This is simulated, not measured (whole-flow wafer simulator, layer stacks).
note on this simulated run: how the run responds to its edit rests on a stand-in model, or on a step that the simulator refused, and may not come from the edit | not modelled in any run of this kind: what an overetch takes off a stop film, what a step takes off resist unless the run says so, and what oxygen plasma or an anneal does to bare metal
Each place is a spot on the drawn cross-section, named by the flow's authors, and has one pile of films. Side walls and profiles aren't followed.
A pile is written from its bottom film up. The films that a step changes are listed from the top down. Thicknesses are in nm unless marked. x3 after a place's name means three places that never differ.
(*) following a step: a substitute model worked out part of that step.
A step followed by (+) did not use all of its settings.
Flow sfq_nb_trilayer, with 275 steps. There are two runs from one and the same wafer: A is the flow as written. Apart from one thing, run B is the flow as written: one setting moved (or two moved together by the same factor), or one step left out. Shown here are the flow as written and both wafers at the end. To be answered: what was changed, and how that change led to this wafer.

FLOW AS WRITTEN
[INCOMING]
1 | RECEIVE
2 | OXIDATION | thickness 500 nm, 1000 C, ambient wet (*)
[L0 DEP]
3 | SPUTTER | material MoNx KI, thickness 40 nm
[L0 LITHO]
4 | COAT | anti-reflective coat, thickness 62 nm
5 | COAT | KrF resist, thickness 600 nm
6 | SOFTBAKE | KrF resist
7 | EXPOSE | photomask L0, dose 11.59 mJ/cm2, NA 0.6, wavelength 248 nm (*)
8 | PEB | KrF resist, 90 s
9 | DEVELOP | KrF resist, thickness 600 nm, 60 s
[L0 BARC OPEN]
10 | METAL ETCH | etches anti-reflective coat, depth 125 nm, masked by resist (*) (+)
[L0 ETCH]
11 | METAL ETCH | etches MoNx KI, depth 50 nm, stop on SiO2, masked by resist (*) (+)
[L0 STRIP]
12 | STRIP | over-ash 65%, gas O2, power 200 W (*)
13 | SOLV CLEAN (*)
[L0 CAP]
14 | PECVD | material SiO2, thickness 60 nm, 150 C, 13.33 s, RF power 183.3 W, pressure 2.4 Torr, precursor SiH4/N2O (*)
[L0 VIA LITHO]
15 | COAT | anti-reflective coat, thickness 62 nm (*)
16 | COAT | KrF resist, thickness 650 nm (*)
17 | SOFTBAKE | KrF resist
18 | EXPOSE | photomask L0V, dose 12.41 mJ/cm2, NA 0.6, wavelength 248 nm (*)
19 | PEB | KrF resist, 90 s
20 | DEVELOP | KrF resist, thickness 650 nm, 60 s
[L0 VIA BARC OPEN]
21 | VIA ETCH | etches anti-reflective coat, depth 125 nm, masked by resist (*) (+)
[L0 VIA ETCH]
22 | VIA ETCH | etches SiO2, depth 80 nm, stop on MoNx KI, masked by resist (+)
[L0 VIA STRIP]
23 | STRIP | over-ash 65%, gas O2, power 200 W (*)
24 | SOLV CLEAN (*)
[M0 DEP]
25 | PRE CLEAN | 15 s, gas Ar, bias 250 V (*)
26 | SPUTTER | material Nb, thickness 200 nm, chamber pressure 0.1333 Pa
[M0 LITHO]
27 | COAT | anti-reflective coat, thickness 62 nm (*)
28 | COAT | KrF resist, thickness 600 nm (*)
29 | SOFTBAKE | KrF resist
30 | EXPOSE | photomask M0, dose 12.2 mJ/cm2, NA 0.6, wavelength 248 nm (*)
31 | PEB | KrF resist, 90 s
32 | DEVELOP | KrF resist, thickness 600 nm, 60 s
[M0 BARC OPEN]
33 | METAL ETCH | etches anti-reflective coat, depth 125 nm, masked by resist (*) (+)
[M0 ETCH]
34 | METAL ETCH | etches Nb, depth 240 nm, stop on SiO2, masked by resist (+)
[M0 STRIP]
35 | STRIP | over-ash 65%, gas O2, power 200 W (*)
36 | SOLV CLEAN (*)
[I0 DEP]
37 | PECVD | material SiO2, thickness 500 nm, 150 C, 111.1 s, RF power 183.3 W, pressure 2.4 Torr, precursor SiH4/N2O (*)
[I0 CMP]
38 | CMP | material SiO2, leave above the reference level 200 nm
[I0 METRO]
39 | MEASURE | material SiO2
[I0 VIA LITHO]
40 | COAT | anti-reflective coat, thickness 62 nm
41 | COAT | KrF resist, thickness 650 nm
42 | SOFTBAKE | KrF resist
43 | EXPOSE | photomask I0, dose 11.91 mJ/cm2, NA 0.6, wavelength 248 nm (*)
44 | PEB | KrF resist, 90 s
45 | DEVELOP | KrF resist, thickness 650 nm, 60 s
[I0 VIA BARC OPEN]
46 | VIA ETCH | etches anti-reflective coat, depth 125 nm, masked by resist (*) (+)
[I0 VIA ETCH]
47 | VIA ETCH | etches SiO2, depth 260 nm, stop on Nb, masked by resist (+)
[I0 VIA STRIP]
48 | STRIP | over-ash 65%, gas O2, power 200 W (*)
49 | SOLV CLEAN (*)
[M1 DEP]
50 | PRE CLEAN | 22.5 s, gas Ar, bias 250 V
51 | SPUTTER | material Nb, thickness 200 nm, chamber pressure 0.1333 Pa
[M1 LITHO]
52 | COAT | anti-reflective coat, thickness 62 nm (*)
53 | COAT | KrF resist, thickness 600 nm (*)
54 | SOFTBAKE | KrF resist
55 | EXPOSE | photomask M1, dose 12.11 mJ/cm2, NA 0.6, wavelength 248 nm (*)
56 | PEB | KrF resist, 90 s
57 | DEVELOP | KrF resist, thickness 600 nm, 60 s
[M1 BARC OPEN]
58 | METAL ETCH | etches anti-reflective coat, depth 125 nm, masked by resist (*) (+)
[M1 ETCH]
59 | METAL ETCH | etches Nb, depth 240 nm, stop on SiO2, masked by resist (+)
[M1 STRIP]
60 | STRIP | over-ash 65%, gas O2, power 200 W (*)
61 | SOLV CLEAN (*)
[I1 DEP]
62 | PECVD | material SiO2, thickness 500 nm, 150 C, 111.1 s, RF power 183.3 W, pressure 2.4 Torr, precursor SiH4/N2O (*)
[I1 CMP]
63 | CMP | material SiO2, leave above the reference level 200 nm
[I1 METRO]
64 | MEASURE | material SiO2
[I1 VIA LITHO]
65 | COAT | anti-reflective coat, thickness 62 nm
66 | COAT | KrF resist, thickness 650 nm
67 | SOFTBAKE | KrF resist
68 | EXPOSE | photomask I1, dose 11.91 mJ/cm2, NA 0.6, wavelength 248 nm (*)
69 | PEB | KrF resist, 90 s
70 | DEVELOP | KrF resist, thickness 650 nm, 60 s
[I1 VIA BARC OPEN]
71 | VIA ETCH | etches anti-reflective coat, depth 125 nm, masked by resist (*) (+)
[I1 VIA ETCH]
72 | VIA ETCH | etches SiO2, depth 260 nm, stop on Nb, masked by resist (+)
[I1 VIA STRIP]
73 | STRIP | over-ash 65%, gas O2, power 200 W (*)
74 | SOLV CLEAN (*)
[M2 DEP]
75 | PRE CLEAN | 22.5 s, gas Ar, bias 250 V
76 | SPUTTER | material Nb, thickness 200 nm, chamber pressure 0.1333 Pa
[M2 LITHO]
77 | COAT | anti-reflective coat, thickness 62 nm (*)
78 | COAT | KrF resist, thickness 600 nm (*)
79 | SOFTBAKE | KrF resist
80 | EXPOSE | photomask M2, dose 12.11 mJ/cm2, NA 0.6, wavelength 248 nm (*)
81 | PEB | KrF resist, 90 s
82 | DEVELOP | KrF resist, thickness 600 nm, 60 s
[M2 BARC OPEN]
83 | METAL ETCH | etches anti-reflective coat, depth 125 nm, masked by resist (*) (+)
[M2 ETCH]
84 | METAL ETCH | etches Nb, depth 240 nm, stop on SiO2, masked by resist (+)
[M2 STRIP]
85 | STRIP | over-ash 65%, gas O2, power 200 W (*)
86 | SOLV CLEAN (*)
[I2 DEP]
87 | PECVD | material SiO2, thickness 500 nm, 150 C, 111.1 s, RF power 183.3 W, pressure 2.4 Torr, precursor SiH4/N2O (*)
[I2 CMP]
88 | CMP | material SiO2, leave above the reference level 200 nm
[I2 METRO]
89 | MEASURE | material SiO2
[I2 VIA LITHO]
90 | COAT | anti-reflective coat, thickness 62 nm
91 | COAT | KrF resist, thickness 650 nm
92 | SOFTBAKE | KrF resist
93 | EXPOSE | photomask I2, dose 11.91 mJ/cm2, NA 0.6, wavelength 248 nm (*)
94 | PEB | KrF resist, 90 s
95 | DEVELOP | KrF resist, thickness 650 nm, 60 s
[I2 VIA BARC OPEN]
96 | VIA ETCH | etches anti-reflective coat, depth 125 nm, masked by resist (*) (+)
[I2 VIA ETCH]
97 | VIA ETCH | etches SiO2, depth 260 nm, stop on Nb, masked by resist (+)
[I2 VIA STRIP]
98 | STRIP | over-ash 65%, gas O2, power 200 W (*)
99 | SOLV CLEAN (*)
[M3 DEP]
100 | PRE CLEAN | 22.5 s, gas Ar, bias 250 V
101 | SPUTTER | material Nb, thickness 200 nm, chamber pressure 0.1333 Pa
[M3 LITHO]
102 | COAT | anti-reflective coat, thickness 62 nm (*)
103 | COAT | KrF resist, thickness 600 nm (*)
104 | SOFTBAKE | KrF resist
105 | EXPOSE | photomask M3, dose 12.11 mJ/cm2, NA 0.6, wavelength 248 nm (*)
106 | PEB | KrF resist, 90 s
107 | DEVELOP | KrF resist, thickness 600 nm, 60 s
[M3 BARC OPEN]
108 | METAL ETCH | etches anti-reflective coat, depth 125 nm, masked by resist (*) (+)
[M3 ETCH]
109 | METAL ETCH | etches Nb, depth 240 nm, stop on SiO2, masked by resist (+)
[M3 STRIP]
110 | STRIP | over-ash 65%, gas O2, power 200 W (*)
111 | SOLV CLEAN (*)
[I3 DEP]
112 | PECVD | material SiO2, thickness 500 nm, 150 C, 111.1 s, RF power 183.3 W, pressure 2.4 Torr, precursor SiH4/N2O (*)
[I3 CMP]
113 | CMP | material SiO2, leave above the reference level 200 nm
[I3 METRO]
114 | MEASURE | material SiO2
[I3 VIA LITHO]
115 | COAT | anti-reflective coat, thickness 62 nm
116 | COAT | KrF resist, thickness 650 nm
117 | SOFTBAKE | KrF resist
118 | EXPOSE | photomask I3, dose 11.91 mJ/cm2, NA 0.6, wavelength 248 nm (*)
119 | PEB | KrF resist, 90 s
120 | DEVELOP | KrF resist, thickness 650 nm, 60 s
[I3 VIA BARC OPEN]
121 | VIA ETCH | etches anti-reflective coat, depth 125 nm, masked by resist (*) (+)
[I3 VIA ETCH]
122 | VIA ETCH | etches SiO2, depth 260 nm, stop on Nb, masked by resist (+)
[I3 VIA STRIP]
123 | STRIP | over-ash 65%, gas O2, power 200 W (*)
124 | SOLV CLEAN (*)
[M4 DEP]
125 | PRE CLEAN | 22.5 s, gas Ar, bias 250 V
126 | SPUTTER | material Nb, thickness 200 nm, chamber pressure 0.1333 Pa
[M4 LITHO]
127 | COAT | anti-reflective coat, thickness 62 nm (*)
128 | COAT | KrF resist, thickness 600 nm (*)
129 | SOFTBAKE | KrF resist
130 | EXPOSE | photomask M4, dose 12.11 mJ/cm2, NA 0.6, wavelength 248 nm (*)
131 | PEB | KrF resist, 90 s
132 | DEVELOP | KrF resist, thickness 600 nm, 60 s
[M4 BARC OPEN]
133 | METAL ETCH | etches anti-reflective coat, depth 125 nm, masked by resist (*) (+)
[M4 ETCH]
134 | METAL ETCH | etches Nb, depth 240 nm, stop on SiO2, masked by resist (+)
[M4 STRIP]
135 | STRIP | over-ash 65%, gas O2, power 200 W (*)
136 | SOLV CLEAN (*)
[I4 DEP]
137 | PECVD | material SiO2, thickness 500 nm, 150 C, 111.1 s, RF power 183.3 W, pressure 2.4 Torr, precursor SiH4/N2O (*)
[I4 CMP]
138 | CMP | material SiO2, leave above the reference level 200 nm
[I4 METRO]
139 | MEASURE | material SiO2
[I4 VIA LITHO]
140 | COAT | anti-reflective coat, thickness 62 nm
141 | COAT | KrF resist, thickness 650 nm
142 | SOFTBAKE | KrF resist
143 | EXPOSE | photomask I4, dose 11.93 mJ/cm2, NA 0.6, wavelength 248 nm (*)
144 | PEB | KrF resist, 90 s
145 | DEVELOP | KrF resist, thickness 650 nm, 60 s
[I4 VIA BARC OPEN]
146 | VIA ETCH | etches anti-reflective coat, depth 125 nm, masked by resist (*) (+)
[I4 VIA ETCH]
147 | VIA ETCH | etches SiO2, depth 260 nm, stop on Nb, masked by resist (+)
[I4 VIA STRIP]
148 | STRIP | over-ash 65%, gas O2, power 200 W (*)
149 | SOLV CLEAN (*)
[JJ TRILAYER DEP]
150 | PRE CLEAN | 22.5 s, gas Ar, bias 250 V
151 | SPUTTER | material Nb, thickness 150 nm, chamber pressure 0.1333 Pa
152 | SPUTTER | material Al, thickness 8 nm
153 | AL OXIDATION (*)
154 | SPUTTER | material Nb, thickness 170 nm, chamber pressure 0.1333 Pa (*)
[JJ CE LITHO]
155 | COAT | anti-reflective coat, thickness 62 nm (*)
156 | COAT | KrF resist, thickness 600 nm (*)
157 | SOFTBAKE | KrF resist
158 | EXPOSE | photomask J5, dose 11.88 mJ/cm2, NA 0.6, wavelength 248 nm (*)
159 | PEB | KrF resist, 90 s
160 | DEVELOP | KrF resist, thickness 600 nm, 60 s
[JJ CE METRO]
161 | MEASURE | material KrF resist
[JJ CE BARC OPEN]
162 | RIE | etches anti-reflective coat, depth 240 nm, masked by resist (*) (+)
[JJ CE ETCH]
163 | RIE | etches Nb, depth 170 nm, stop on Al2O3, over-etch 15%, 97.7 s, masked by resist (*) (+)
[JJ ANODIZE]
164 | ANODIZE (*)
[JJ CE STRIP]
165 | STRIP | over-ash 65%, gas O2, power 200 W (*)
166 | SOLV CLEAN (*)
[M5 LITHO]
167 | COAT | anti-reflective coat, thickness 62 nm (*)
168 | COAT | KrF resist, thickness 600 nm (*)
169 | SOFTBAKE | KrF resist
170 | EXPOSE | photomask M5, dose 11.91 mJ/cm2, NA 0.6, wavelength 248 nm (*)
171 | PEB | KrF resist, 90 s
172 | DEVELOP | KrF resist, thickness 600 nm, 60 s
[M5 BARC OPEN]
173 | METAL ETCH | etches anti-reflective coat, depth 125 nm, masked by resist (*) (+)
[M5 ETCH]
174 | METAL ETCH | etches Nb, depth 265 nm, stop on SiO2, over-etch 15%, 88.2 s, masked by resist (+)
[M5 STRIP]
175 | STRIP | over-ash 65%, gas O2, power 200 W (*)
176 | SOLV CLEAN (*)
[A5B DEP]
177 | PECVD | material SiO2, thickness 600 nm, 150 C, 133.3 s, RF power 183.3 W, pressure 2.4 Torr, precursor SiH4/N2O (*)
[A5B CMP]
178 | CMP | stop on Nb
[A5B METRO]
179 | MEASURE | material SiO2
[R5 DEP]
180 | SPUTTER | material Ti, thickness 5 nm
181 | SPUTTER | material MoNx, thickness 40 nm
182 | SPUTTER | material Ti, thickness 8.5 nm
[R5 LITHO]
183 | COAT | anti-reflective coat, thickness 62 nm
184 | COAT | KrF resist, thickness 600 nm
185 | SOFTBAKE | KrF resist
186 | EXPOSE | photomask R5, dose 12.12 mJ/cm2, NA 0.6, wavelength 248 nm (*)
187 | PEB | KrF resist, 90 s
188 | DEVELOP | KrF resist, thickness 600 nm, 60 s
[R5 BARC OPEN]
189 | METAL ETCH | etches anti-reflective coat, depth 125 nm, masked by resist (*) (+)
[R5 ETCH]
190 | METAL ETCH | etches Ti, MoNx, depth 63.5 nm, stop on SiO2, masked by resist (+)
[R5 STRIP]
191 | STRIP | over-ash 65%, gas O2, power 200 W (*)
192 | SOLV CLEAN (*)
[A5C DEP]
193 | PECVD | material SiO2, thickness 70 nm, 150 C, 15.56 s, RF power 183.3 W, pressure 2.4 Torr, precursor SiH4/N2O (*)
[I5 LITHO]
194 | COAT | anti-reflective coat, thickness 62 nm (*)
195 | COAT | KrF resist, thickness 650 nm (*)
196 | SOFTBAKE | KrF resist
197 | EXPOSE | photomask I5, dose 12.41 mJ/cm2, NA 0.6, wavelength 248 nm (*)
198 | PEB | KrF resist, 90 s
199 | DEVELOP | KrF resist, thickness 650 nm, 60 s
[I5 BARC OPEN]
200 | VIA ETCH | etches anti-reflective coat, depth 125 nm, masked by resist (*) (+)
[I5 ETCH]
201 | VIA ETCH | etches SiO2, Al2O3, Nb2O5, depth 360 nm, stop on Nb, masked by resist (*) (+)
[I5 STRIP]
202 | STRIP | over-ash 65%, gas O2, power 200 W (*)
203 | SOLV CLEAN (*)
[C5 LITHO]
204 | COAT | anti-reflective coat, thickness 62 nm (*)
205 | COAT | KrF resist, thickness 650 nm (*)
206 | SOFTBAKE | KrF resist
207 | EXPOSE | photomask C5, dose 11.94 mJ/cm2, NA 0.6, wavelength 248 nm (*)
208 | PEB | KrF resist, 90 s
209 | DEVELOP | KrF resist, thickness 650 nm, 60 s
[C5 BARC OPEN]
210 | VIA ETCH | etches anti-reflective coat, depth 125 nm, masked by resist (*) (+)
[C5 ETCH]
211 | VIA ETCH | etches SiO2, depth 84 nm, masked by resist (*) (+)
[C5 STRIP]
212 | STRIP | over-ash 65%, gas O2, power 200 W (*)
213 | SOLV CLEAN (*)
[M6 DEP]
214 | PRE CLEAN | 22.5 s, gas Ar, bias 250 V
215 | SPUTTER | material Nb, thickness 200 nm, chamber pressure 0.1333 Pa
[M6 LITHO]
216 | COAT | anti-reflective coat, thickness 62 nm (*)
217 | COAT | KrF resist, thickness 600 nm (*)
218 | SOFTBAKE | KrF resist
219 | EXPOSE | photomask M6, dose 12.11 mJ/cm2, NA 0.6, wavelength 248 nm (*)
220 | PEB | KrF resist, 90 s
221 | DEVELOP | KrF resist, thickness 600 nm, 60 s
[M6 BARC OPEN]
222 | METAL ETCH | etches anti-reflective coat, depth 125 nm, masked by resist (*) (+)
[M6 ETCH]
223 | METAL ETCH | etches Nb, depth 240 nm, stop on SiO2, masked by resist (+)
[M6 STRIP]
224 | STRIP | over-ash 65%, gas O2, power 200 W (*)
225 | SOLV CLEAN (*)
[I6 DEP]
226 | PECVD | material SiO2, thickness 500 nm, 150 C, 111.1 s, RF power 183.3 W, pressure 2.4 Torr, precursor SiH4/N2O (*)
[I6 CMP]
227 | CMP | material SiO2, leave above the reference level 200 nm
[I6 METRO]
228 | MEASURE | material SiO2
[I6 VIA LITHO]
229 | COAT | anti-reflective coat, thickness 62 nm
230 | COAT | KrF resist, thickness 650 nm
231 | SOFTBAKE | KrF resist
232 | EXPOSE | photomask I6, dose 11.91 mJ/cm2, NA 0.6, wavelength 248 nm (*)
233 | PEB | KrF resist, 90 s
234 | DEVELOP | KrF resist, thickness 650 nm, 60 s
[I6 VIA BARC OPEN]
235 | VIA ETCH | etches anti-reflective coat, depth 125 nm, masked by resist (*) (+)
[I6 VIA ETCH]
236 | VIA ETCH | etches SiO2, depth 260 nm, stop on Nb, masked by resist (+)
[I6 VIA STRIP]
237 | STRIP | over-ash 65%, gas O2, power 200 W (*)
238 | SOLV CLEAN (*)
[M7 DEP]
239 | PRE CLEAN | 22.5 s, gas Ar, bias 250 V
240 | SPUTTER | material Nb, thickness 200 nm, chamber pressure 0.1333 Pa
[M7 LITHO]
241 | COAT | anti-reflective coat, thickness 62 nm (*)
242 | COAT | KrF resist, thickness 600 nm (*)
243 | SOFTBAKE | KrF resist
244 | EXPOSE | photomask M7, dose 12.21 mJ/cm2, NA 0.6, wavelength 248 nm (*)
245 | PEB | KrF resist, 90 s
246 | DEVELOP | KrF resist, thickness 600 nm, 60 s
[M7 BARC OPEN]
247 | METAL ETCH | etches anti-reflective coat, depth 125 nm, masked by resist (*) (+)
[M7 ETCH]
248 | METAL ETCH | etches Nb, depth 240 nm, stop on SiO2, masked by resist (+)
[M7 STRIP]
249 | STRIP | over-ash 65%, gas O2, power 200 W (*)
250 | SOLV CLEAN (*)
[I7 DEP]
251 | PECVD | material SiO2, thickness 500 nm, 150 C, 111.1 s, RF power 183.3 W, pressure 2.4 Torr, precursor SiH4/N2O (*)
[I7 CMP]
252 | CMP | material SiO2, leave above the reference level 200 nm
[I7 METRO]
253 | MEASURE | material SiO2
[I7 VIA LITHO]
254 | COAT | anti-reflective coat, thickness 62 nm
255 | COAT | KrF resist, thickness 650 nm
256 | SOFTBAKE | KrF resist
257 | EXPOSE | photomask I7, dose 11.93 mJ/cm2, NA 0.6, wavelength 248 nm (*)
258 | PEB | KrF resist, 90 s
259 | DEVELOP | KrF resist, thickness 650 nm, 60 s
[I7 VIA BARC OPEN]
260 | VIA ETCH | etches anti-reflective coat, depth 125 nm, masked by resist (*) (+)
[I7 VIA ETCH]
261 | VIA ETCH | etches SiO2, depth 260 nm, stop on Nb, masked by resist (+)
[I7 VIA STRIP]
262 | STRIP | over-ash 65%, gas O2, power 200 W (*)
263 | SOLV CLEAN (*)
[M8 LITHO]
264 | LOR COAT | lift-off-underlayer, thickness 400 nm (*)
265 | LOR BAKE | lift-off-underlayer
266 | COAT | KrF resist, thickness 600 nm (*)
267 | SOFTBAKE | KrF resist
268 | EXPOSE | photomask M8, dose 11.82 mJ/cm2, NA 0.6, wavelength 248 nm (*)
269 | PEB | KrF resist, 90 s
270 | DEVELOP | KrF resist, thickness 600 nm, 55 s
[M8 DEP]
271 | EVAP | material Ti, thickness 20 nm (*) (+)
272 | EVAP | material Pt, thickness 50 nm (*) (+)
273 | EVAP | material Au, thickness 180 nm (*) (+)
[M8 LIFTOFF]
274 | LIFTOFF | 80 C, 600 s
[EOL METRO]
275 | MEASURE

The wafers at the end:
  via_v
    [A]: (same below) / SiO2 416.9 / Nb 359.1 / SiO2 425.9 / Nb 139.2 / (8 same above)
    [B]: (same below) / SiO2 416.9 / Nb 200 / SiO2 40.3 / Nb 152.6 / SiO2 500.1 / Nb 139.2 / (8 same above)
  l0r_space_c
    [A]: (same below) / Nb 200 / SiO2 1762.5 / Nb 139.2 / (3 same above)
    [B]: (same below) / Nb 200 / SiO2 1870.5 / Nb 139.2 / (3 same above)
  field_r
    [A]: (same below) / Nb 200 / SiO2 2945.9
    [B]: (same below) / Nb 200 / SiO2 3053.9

Cause: step 113, CMP: leave above the reference level 308 nm was run, while the flow as written has leave above the reference level 200 nm.

Step by step, how the change led to this:
  113 | CMP | material SiO2, leave above the reference level 200 nm
      field_l, be, be_sur and 64 more: A -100 SiO2 | B nothing
      v_sur, via_wl, via_wr and 27 more: A -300 SiO2 | B -192 SiO2
      (and at 9 other places as well)
  115 | COAT | anti-reflective coat, thickness 62 nm
      wl_d_sl, wl_d_sr, wl_f_sl: A +62 anti-reflective coat (new film) | B +63.4 anti-reflective coat (new film)
      m5r_linepad_l, m5r_linepad_r: A +62 anti-reflective coat (new film) | B +65.4 anti-reflective coat (new film)
      (and at 9 other places as well)
  122 | VIA ETCH | etches SiO2, depth 260 nm, stop on Nb, masked by resist (+)
      via_v: A -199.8 SiO2 (all of it) | B -260 SiO2
  123 | STRIP | over-ash 65%, gas O2, power 200 W (*)
      m5r_linepad_l, m5r_linepad_r: A -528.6 KrF resist (all of it), -62 anti-reflective coat (all of it) | B -527.6 KrF resist (all of it), -65.4 anti-reflective coat (all of it)
      r5r_spacepad_l, r5r_spacepad_r: A -528.6 KrF resist (all of it), -62 anti-reflective coat (all of it) | B -527.9 KrF resist (all of it), -65.5 anti-reflective coat (all of it)
      (and at 10 other places as well)
  125 | PRE CLEAN | 22.5 s, gas Ar, bias 250 V
      via_v: A -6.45 Nb | B -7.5 SiO2
  126 | SPUTTER | material Nb, thickness 200 nm, chamber pressure 0.1333 Pa
      via_v: A +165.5 Nb | B +152.6 Nb (new film)
  127 | COAT | anti-reflective coat, thickness 62 nm (*)
      p4_w1, p4_w3, p3_l6: A +62 anti-reflective coat (new film) | B +60.7 anti-reflective coat (new film)
      wl_d_sl, wl_d_sr, r5r_line_l: A +62 anti-reflective coat (new film) | B +63.4 anti-reflective coat (new film)
      (and at 14 other places as well)
  128 | COAT | KrF resist, thickness 600 nm (*)
      via_v: A +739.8 KrF resist (new film) | B +795.2 KrF resist (new film)
  133 | METAL ETCH | etches anti-reflective coat, depth 125 nm, masked by resist (*) (+)
      wl_d_sl, wl_d_sr, r5r_line_l: A -62 anti-reflective coat (all of it) | B -63.4 anti-reflective coat (all of it)
      p3_fr, wl_f_sl: A -62 anti-reflective coat (all of it) | B -63.3 anti-reflective coat (all of it)
      (and at 6 other places as well)
  135 | STRIP | over-ash 65%, gas O2, power 200 W (*)
      v_sur: A -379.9 KrF resist (all of it), -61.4 anti-reflective coat (all of it) | B -376.4 KrF resist (all of it), -58.9 anti-reflective coat (all of it)
      via_w: A -377.5 KrF resist (all of it), -61 anti-reflective coat (all of it) | B -372.9 KrF resist (all of it), -59.7 anti-reflective coat (all of it)
      (and at 7 other places as well)
  137 | PECVD | material SiO2, thickness 500 nm, 150 C, 111.1 s, RF power 183.3 W, pressure 2.4 Torr, precursor SiH4/N2O (*)
      via_v: A +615 SiO2 (new film) | B +664.6 SiO2 (new film)
  138 | CMP | material SiO2, leave above the reference level 200 nm
      field_l, be, be_sur and 55 more: A -100 SiO2 | B -92 SiO2
      ln_m5, lsp_m, ln_m6, p4_fl, p4_fm, p4_fr: A -300 SiO2 | B -292 SiO2
      (and at 4 other places as well)
With metal films that touch counted as one body, via_v has 7 bodies (between them, from the top down: SiO2 437.8; SiO2 209 / Al2O3 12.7 / Nb2O5 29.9; SiO2 500.1; SiO2 40.3; SiO2 416.9; SiO2 192.5); the flow as written gives 6 bodies (between them, from the top down: SiO2 437.8; SiO2 209 / Al2O3 12.7 / Nb2O5 29.9; SiO2 425.9; SiO2 416.9; SiO2 192.5).
